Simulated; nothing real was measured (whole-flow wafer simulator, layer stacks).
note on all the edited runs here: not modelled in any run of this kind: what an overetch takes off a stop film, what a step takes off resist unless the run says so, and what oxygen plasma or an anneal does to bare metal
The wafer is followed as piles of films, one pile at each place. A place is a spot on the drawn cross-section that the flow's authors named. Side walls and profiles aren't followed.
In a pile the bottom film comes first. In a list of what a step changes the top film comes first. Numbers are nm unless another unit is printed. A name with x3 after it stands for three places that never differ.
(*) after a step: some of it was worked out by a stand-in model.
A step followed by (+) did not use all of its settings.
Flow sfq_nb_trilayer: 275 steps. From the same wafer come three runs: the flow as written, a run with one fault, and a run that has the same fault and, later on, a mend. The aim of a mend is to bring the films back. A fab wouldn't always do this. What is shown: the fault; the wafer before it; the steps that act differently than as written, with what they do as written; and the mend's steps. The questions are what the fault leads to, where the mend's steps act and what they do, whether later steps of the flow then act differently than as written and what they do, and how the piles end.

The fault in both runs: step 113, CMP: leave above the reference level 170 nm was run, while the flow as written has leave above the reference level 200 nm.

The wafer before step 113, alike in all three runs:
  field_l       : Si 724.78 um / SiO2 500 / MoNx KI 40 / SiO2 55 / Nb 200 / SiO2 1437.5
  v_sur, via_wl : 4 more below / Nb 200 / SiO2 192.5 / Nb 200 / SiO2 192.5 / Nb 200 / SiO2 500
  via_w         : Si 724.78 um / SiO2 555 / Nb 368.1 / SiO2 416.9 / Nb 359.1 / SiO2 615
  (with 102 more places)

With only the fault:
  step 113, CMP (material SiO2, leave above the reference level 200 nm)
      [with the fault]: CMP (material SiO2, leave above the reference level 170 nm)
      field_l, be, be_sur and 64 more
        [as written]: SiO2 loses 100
        [with the fault]: SiO2 loses 130
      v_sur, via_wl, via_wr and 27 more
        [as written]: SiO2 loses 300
        [with the fault]: SiO2 loses 330
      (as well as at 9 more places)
  Steps further on in the flow that do not act as written (not shown: 4 more steps that differ only slightly, by at most 2% or 0.5 nm, whichever is larger):
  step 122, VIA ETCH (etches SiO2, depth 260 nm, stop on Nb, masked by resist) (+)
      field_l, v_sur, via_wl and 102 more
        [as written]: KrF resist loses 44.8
        [with the fault]: KrF resist loses 43.9
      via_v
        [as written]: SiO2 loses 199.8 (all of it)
        [with the fault]: SiO2 loses 169.8 (all of it)
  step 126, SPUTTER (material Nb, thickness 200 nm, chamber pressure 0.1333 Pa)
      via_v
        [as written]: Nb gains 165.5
        [with the fault]: Nb gains 172.1
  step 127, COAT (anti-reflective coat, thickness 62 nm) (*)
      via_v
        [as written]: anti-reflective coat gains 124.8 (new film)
        [with the fault]: anti-reflective coat gains 116.6 (new film)
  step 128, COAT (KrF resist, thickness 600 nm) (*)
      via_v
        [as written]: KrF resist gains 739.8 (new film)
        [with the fault]: KrF resist gains 716 (new film)
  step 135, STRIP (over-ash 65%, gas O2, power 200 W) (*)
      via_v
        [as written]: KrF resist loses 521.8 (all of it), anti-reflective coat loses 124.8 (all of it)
        [with the fault]: KrF resist loses 498.1 (all of it), anti-reflective coat loses 116.6 (all of it)
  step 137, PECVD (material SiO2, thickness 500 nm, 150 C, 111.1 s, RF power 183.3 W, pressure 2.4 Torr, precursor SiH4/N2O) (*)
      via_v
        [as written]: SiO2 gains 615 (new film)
        [with the fault]: SiO2 gains 553.9 (new film)
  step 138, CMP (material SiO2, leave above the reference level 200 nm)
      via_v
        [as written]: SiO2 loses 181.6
        [with the fault]: SiO2 loses 157.1
  The piles end different from the flow's at v_sur, via_wl, via_w and 36 more by more than 2% or 0.5 nm, whichever is larger.
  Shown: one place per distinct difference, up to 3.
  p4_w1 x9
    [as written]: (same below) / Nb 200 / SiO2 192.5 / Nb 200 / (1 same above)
    [with the fault]: (same below) / Nb 200 / SiO2 162.5 / Nb 200 / (1 same above)
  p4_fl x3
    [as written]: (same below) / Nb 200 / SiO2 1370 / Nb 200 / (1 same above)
    [with the fault]: (same below) / Nb 200 / SiO2 1340 / Nb 200 / (1 same above)
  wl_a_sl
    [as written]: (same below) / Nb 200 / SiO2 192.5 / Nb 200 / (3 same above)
    [with the fault]: (same below) / Nb 200 / SiO2 162.5 / Nb 200 / (3 same above)

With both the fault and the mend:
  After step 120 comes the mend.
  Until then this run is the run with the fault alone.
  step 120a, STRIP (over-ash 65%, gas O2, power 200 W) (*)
      field_l, v_sur, via_wl and 102 more
        KrF resist loses 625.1 (all of it), anti-reflective coat loses 62 (all of it)
      via_v
        anti-reflective coat loses 62 (all of it)
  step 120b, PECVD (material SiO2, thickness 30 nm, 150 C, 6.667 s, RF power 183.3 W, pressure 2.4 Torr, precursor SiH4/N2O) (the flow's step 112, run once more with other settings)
      field_l, v_sur, via_wl and 103 more
        SiO2 gains 30
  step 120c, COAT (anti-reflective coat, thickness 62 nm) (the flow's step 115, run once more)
      field_l, v_sur, via_wl and 103 more
        anti-reflective coat gains 62 (new film)
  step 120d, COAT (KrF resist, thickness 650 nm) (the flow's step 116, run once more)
      field_l, v_sur, via_wl and 103 more
        KrF resist gains 650 (new film)
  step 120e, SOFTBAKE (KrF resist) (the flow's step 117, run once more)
      does not change any film at any place that is followed
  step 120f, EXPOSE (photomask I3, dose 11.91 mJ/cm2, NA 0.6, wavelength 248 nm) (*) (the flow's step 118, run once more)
      does not change any film at any place that is followed
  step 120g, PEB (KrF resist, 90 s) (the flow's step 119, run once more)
      field_l, v_sur, via_wl and 103 more
        KrF resist loses 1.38
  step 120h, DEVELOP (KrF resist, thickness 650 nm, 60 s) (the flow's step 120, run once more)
      field_l, v_sur, via_wl and 102 more
        KrF resist loses 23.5
      via_v
        KrF resist loses 648.6 (all of it)
  Later steps of the flow that are run all act as written at every place that is followed, up to a difference of at most 2% or 0.5 nm, whichever is larger.
  At every place that both follow, the piles at the end match the flow's.
